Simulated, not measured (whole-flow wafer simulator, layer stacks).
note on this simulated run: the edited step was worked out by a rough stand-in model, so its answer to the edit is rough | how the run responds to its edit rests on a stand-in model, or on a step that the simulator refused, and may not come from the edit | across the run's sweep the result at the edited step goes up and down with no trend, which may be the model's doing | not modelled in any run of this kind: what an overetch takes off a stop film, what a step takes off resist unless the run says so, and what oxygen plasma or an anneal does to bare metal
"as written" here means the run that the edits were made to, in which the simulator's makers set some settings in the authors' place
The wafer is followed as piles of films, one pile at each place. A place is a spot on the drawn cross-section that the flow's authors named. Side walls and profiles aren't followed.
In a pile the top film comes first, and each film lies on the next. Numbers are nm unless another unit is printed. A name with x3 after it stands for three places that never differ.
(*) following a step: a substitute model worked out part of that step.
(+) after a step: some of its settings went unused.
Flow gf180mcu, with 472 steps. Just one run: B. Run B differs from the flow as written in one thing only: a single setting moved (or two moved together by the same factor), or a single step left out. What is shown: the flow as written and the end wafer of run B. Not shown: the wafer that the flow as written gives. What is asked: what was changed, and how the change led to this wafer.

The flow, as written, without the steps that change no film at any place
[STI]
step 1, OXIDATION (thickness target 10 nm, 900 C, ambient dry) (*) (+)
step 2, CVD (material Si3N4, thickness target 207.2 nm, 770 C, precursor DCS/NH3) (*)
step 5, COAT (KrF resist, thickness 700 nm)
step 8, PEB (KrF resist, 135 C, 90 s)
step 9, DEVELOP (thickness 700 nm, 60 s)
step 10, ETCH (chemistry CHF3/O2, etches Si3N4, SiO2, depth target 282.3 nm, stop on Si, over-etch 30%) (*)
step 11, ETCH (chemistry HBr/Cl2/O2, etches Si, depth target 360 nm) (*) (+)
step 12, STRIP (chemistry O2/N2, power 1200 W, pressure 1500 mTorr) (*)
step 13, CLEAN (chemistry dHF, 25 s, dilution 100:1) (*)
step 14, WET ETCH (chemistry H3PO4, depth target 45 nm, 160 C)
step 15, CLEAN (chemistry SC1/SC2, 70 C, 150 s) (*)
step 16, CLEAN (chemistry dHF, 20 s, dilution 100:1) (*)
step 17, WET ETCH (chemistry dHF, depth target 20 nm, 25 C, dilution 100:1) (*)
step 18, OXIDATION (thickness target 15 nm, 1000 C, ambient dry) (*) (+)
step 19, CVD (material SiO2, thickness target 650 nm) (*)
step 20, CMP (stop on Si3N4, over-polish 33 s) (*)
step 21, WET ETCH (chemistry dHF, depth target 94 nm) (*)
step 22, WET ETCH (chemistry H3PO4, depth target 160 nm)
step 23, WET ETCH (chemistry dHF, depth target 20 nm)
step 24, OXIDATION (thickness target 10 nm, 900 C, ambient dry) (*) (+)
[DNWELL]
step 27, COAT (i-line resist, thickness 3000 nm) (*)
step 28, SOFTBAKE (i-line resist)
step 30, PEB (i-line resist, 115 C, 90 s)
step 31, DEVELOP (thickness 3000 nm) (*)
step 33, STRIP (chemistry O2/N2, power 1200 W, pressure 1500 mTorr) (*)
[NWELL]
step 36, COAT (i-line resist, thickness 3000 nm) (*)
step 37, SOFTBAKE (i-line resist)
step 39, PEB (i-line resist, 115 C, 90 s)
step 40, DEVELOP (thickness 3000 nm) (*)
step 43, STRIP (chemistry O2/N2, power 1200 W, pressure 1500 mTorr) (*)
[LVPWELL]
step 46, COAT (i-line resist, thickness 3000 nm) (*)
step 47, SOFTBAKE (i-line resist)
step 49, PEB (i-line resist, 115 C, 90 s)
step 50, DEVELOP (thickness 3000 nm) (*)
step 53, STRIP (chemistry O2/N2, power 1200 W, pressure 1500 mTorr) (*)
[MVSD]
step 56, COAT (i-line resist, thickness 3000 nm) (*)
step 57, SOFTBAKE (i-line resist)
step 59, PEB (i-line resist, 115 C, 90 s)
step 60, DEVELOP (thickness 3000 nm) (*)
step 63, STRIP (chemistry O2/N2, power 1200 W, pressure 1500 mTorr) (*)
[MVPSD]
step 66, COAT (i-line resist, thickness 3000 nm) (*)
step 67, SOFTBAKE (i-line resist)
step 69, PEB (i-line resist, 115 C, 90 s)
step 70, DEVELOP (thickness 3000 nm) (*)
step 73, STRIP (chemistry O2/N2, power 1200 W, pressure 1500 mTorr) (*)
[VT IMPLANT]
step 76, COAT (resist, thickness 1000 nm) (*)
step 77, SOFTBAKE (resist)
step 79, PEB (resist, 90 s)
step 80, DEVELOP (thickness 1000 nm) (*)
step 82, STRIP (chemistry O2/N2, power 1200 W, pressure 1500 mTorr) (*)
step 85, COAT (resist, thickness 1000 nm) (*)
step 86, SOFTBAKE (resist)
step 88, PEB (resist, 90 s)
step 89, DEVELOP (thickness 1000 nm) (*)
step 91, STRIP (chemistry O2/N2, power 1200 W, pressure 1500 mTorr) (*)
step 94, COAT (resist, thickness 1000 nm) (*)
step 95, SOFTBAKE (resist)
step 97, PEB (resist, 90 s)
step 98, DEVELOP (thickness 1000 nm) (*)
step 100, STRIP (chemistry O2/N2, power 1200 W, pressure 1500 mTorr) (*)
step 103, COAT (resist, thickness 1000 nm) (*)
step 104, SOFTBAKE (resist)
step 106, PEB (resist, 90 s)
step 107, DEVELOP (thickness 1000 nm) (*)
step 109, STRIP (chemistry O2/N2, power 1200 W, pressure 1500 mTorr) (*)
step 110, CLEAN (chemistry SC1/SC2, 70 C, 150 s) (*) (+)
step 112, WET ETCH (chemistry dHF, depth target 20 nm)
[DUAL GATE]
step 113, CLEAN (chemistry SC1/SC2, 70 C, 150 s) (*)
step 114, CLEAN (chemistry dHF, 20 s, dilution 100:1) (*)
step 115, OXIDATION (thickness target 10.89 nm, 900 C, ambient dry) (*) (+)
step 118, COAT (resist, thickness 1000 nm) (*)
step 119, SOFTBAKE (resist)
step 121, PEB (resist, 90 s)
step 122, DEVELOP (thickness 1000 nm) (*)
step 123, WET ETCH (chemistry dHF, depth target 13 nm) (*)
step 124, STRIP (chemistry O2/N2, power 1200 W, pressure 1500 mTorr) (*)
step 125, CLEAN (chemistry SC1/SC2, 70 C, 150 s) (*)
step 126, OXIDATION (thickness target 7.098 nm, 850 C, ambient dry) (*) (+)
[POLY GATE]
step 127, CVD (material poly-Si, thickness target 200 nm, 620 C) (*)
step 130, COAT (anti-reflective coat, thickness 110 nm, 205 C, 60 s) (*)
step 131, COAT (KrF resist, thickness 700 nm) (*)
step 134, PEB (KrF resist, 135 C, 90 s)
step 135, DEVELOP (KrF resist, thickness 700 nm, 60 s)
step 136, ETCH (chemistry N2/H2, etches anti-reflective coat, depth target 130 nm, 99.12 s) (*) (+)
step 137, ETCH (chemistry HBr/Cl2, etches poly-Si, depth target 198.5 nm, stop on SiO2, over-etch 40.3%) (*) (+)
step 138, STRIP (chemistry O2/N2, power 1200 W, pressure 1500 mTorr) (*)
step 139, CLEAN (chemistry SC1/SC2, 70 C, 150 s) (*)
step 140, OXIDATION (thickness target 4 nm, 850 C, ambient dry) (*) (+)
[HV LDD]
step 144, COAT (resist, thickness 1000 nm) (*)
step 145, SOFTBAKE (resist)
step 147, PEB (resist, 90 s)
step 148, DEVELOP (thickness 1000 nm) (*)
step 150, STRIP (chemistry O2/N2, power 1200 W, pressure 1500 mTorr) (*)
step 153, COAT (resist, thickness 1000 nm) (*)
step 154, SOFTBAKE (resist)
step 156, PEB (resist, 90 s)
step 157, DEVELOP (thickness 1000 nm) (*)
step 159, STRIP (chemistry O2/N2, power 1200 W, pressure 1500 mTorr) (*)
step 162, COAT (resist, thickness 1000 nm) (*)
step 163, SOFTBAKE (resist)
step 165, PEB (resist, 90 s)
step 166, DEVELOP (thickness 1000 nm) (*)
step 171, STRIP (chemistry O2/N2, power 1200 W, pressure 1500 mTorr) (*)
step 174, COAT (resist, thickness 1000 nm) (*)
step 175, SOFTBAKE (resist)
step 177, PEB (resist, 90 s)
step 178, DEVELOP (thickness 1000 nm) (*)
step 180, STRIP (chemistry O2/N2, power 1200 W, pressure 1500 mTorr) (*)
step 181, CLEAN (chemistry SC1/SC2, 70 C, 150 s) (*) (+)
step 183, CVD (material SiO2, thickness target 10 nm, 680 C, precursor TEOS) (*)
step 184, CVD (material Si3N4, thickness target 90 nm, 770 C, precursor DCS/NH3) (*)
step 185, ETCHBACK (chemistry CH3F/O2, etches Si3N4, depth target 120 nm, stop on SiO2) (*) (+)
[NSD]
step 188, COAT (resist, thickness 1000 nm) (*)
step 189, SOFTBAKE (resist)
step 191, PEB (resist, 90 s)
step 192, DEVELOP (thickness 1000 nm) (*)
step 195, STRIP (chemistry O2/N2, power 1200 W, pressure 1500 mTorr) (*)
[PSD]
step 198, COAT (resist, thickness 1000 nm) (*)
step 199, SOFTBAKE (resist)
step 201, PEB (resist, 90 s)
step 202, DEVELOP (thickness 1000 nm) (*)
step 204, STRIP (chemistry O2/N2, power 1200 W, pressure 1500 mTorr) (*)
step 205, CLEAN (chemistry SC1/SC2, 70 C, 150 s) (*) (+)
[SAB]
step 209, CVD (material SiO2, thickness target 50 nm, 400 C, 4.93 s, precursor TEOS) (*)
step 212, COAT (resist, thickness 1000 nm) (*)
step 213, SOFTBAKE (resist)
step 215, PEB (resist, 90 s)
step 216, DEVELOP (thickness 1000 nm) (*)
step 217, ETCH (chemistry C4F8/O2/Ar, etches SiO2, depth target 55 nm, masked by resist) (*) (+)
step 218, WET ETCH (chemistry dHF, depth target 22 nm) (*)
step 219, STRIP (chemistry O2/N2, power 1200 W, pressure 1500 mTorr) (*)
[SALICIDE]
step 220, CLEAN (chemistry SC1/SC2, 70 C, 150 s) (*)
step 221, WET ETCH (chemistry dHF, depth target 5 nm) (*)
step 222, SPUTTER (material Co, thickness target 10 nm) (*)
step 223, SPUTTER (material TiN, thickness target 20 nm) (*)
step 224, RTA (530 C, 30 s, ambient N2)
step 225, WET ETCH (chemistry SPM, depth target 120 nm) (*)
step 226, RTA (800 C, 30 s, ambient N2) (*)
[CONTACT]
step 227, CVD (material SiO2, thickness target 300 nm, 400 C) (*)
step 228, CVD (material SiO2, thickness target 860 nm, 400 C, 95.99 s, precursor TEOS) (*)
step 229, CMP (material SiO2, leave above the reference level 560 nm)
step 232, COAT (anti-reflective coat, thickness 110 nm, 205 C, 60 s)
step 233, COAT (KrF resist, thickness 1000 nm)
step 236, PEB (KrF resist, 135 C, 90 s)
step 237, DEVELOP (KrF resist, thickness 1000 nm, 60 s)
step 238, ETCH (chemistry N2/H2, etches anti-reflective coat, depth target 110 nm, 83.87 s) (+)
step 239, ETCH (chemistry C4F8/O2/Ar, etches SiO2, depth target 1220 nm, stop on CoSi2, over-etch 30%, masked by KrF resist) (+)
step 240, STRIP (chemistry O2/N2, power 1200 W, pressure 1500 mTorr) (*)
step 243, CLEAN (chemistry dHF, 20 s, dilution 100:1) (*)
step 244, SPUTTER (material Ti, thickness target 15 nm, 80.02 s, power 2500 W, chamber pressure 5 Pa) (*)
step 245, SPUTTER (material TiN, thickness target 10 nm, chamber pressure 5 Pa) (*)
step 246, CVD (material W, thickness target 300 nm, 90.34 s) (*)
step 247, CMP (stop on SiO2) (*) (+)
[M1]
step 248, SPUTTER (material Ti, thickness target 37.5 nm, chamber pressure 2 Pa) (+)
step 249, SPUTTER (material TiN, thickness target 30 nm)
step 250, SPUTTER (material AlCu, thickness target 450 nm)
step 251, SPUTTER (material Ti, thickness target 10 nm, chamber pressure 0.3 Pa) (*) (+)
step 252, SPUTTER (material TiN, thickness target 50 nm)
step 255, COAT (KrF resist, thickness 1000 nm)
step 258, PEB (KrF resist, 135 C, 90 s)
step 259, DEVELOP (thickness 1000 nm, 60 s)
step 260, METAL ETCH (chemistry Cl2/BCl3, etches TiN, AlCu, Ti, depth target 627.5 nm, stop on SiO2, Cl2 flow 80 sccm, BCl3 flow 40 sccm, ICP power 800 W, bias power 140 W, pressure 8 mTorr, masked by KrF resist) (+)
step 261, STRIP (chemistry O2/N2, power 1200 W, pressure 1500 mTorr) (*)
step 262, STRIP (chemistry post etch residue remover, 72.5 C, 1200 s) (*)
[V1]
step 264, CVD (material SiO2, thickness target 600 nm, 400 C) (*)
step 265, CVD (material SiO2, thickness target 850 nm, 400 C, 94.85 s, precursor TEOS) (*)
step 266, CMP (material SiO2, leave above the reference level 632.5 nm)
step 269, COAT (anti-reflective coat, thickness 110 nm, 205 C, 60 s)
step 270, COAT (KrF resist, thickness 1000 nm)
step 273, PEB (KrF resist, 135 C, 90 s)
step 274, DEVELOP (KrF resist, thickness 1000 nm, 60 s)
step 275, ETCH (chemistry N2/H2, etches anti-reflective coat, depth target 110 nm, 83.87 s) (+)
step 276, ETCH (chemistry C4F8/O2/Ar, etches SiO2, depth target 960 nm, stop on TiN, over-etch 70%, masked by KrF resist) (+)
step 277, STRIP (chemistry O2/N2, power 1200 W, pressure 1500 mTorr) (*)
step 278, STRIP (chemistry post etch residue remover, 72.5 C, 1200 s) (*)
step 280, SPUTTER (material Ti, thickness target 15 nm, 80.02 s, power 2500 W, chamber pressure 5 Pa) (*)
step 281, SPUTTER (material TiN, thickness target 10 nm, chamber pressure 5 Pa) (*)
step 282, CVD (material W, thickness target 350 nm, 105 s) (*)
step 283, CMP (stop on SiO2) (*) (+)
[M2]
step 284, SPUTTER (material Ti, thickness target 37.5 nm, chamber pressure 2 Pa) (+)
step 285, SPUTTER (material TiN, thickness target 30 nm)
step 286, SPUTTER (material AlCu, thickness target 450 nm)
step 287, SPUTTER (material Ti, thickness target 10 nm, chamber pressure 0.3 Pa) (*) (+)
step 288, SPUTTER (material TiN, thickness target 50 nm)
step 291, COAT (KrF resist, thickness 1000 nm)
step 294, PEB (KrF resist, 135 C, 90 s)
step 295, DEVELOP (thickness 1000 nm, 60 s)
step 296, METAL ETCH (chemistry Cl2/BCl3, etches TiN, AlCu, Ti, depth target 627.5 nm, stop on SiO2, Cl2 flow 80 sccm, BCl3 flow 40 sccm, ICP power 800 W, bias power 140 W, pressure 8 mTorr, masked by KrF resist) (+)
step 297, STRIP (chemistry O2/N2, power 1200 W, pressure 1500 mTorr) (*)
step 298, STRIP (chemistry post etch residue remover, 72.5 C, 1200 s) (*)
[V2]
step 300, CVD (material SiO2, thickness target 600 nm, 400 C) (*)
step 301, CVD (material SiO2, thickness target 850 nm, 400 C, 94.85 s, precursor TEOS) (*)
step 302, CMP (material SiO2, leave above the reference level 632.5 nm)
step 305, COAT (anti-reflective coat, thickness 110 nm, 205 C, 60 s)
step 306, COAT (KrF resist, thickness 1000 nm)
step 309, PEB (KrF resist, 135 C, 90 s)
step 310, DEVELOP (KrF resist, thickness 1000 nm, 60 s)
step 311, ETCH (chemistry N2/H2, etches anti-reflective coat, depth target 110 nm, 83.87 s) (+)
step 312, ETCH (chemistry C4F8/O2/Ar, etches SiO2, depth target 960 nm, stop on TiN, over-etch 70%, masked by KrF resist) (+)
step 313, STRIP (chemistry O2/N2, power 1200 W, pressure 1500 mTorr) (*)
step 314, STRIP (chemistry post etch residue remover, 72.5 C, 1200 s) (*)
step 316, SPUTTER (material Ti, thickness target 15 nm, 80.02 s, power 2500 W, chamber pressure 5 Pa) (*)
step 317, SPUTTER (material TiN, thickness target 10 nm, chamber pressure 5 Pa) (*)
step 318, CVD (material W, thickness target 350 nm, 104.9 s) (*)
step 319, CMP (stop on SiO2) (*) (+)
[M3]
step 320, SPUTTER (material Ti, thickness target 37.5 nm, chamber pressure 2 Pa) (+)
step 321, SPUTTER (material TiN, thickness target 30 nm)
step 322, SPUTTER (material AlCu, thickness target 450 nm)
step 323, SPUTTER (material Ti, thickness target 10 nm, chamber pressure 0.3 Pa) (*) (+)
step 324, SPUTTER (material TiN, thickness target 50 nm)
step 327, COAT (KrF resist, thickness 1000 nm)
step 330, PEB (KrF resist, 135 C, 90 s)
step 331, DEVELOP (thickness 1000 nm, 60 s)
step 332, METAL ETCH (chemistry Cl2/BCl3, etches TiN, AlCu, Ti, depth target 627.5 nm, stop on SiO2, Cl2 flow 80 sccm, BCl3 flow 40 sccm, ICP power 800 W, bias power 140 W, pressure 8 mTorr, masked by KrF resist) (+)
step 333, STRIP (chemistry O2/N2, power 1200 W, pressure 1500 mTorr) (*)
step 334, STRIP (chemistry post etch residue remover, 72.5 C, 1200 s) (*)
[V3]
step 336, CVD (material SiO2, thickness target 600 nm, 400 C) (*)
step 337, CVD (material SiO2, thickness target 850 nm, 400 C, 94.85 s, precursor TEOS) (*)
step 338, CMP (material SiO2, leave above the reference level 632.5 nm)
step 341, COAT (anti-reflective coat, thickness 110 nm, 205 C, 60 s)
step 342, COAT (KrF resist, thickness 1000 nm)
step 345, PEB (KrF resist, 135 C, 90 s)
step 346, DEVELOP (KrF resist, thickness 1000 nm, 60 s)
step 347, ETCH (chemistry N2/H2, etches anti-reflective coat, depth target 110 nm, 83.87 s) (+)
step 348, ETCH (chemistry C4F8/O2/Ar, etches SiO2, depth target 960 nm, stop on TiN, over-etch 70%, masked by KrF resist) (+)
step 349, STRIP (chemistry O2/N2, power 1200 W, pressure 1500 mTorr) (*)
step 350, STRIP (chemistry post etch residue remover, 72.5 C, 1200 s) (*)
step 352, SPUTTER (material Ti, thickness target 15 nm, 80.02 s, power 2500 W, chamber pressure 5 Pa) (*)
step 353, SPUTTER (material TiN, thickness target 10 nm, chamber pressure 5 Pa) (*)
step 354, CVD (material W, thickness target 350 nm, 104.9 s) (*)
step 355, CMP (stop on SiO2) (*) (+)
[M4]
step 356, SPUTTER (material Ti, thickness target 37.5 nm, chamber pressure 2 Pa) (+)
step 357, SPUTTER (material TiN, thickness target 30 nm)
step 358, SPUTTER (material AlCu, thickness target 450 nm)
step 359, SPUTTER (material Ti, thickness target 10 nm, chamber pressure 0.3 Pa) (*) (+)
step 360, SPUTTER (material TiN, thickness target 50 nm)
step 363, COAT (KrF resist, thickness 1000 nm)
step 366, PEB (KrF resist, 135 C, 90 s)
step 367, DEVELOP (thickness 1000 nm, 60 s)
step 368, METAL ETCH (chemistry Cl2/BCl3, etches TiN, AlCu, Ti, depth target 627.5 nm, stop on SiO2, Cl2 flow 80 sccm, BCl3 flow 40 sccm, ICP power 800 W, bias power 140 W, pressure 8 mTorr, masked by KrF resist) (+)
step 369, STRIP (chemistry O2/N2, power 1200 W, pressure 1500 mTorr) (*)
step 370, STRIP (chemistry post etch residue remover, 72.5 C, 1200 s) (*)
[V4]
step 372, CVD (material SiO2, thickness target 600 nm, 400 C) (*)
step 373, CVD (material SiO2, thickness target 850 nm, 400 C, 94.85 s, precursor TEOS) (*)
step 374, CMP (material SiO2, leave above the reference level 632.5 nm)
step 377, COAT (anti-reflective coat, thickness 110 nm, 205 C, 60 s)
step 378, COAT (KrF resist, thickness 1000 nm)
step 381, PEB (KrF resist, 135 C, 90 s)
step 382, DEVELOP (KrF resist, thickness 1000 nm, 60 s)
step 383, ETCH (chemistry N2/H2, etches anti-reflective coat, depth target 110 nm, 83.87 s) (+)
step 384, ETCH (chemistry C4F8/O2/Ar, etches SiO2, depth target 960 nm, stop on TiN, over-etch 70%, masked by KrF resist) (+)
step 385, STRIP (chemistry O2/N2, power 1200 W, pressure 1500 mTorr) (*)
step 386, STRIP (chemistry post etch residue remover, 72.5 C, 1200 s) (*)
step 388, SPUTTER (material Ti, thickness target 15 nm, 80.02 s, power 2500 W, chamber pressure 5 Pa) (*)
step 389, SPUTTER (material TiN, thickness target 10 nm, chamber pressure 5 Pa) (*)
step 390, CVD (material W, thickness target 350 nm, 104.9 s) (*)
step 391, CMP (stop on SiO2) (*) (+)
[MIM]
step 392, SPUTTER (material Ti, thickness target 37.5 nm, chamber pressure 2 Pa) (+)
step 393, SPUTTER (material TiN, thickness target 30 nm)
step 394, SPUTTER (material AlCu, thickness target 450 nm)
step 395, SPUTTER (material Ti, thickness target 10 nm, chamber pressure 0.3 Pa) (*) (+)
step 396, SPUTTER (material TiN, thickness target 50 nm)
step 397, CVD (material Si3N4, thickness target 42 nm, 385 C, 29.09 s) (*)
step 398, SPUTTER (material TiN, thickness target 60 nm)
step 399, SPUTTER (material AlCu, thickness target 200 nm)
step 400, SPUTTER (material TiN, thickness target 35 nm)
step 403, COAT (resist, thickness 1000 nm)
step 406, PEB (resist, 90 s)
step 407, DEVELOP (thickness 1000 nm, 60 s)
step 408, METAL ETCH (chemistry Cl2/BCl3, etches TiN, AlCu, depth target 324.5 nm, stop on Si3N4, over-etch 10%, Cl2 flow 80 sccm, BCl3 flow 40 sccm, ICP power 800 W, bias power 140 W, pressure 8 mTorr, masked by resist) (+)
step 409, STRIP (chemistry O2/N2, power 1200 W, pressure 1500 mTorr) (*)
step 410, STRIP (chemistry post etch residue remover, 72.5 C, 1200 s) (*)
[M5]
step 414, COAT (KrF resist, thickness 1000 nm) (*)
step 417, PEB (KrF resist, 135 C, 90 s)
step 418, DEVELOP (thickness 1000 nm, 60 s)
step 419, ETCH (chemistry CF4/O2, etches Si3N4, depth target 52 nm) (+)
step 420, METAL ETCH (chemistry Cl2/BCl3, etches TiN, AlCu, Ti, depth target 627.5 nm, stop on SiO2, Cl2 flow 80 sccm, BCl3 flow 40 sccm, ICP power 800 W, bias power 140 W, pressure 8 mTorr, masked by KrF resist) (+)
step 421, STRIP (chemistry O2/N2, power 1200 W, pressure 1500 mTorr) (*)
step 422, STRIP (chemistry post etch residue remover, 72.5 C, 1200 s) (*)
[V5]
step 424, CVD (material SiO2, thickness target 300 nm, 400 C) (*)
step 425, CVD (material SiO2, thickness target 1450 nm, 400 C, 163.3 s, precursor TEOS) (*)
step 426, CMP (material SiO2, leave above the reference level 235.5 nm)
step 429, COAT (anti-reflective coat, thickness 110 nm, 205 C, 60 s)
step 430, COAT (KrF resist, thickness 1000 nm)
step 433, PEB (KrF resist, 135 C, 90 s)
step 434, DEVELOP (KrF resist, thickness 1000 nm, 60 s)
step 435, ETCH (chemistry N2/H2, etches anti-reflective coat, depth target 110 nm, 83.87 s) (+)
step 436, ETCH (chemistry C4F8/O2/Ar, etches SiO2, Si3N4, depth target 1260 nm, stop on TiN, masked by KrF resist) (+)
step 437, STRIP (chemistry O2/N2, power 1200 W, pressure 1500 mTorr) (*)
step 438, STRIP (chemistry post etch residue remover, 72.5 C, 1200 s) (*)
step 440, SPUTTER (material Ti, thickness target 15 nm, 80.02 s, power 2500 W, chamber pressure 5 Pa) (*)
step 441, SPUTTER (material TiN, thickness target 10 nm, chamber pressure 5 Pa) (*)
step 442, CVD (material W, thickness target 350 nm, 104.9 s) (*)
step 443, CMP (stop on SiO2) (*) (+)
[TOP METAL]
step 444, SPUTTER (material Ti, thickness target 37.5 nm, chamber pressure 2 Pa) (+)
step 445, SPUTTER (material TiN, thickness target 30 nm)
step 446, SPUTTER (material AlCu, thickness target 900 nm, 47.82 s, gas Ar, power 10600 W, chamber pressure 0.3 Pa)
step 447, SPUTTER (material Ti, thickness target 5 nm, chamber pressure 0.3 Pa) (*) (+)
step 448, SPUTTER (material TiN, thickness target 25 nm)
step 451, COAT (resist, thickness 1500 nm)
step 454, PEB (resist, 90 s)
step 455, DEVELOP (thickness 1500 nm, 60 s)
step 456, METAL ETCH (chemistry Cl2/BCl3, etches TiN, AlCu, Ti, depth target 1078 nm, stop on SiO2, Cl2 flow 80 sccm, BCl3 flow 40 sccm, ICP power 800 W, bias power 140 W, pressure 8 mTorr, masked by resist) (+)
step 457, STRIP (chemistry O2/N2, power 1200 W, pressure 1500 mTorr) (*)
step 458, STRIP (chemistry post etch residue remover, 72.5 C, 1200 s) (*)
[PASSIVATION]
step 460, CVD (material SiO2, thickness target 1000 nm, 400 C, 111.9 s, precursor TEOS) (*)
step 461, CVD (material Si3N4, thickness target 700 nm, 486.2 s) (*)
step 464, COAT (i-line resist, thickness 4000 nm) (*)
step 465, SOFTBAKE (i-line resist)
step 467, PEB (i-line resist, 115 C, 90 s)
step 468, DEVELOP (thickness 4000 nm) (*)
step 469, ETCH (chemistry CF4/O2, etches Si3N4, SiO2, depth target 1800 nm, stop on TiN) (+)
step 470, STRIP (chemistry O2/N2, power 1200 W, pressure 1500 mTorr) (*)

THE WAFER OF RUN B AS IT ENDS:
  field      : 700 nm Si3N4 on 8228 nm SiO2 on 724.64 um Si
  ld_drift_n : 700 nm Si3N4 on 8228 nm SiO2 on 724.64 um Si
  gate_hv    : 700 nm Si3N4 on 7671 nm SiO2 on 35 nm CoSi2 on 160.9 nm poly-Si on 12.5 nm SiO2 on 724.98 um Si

What caused this: step 126, OXIDATION: thickness target 4.969 nm was run, though the flow has thickness target 7.098 nm.

Step by step, how the change led to this:
  step 126, OXIDATION (thickness target 7.098 nm, 850 C, ambient dry) (*) (+)
      gate_hv, active_hv, active_nat and 25 more: SiO2 gains 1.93, Si loses 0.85 (it would be, as written: SiO2 gains 3.72, Si loses 1.64)
      active, n_well, p_well and 12 more: SiO2 gains 4.97 (new film), chemical SiO2 loses 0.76 (all of it), Si loses 1.85 (it would be, as written: SiO2 gains 7.1 (new film), chemical SiO2 loses 0.76 (all of it), Si loses 2.79)
  step 189, SOFTBAKE (resist)
      field__w9: resist loses 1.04 (it would be, as written: resist gains 1.85)
      active_hv: resist gains 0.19 (it would be, as written: resist gains 0.78)
      (and at 1 other place as well)
  step 199, SOFTBAKE (resist)
      field__w9: resist loses 1.04 (it would be, as written: resist gains 1.85)
      active_hv: resist gains 0.19 (it would be, as written: resist gains 0.78)
      (and at 1 other place as well)
  step 218, WET ETCH (chemistry dHF, depth target 22 nm) (*)
      active, p_well, sd_n, iso_ptap_pw, iso_ntap_nw, iso_ptap_sub, vpnp_e: SiO2 loses 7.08 (all of it) (it would be, as written: SiO2 loses 9.01 (all of it))
      ldn_tap, ldn_src, ldn_drn, ldp_tap, ldp_src, ldp_drn, ldp_gr: SiO2 loses 14.3 (all of it) (it would be, as written: SiO2 loses 16 (all of it))
      (and at 9 other places as well)
  step 223, SPUTTER (material TiN, thickness target 20 nm) (*)
      field__w12: TiN gains 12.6 (new film) (it would be, as written: TiN gains 12 (new film))
  step 225, WET ETCH (chemistry SPM, depth target 120 nm) (*)
      field__w12: TiN loses 12.6 (all of it), Co loses 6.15 (all of it) (it would be, as written: TiN loses 12 (all of it), Co loses 6.15 (all of it))
